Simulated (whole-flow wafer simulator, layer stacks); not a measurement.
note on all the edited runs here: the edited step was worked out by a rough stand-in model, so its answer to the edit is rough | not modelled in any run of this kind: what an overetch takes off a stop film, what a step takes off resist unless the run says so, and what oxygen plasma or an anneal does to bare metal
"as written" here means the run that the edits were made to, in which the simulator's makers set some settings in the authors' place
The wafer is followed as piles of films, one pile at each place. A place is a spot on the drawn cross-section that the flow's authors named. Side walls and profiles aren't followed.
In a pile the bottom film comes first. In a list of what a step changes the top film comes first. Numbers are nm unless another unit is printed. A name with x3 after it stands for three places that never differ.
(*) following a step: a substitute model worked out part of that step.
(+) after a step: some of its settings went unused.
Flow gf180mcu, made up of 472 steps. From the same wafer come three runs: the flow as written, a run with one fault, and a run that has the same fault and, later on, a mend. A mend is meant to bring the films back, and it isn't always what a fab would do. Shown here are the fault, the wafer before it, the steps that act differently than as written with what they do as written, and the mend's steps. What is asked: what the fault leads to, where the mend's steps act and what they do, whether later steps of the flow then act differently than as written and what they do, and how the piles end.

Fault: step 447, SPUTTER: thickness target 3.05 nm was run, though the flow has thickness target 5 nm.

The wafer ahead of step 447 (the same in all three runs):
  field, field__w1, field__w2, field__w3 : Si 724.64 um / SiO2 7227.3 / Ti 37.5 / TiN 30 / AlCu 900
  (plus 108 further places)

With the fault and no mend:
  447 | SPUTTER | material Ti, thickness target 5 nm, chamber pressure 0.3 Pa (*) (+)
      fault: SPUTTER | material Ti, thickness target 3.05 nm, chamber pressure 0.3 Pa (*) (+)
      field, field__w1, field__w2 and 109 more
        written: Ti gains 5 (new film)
        fault: Ti gains 3.05 (new film)
  Later steps of the flow acting differently than as written (4 more steps, not shown, differ only slightly: by at most 2% or 0.5 nm, whichever is larger):
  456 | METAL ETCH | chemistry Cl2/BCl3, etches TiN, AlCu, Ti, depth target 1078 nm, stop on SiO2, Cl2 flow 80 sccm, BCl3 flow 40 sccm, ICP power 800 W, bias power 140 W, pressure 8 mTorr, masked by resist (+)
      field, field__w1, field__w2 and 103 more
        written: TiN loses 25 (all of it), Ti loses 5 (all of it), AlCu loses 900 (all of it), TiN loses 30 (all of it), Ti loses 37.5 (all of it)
        fault: TiN loses 25 (all of it), Ti loses 3.05 (all of it), AlCu loses 900 (all of it), TiN loses 30 (all of it), Ti loses 37.5 (all of it)
  At field__w8, contact, m1, m1__w1, pad, m1_nw, the piles at the end differ from the flow's by more than 2% or 0.5 nm, whichever is larger.
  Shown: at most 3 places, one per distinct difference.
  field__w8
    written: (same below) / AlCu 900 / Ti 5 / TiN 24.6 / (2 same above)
    fault: (same below) / AlCu 900 / Ti 3.05 / TiN 24.6 / (2 same above)
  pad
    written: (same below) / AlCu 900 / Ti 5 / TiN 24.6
    fault: (same below) / AlCu 900 / Ti 3.05 / TiN 24.6

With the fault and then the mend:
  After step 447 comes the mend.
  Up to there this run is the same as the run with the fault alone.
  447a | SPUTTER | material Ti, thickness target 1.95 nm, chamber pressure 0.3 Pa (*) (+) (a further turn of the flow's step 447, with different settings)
      field, field__w1, field__w2 and 109 more
        Ti gains 1.95
  None of the later steps of the flow acts differently than as written at any place that is followed.
  At every place that both follow, the piles at the end match the flow's.
